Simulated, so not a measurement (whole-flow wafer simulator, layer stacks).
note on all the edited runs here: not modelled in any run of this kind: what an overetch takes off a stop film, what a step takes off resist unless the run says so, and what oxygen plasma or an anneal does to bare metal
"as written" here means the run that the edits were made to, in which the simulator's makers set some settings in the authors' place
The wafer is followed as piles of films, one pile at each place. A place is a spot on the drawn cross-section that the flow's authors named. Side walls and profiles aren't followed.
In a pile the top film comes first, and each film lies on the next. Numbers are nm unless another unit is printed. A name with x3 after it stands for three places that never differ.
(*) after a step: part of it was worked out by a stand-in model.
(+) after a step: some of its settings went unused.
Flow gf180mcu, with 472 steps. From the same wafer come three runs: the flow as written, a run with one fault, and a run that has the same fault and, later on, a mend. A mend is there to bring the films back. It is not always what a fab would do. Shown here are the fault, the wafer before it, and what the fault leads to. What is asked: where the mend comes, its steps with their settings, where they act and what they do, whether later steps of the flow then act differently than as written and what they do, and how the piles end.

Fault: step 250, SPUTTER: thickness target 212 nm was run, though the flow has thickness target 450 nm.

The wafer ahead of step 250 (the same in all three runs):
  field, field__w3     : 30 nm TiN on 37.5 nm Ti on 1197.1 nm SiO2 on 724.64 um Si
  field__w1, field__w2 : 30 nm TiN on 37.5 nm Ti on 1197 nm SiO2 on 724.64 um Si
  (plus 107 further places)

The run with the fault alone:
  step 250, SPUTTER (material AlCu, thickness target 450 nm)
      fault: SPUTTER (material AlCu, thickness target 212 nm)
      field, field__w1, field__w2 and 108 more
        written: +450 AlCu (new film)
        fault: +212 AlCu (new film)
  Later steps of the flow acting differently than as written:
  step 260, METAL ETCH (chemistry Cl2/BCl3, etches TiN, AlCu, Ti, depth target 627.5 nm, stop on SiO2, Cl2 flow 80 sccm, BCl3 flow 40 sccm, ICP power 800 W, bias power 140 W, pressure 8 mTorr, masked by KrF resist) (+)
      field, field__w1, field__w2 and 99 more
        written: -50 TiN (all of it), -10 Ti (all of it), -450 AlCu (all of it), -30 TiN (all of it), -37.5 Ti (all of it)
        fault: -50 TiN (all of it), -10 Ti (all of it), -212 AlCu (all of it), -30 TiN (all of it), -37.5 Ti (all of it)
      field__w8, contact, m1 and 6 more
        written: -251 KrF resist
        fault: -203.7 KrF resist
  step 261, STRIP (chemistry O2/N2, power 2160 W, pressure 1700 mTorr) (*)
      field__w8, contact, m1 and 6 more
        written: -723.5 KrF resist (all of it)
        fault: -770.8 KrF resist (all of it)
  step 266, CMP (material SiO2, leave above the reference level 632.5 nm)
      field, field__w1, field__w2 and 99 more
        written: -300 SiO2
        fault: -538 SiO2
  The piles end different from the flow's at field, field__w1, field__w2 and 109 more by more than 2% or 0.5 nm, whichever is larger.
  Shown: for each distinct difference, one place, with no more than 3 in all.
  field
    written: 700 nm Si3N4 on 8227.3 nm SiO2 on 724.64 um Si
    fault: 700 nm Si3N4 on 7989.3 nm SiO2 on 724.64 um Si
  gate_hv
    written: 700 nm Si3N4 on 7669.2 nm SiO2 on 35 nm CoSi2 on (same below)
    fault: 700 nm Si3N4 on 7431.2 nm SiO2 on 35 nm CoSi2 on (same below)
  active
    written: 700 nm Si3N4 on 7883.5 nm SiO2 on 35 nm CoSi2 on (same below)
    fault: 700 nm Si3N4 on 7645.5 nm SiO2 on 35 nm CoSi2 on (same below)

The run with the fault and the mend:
  After step 250 comes the mend.
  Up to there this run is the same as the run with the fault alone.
  step 250a, SPUTTER (material AlCu, thickness target 238 nm) (the flow's step 250, run once more with other settings)
      field, field__w1, field__w2 and 108 more
        +238 AlCu
  Every later step of the flow that is run acts as written at every place that is followed.
  By the end, the piles equal the flow's at every place that both follow.
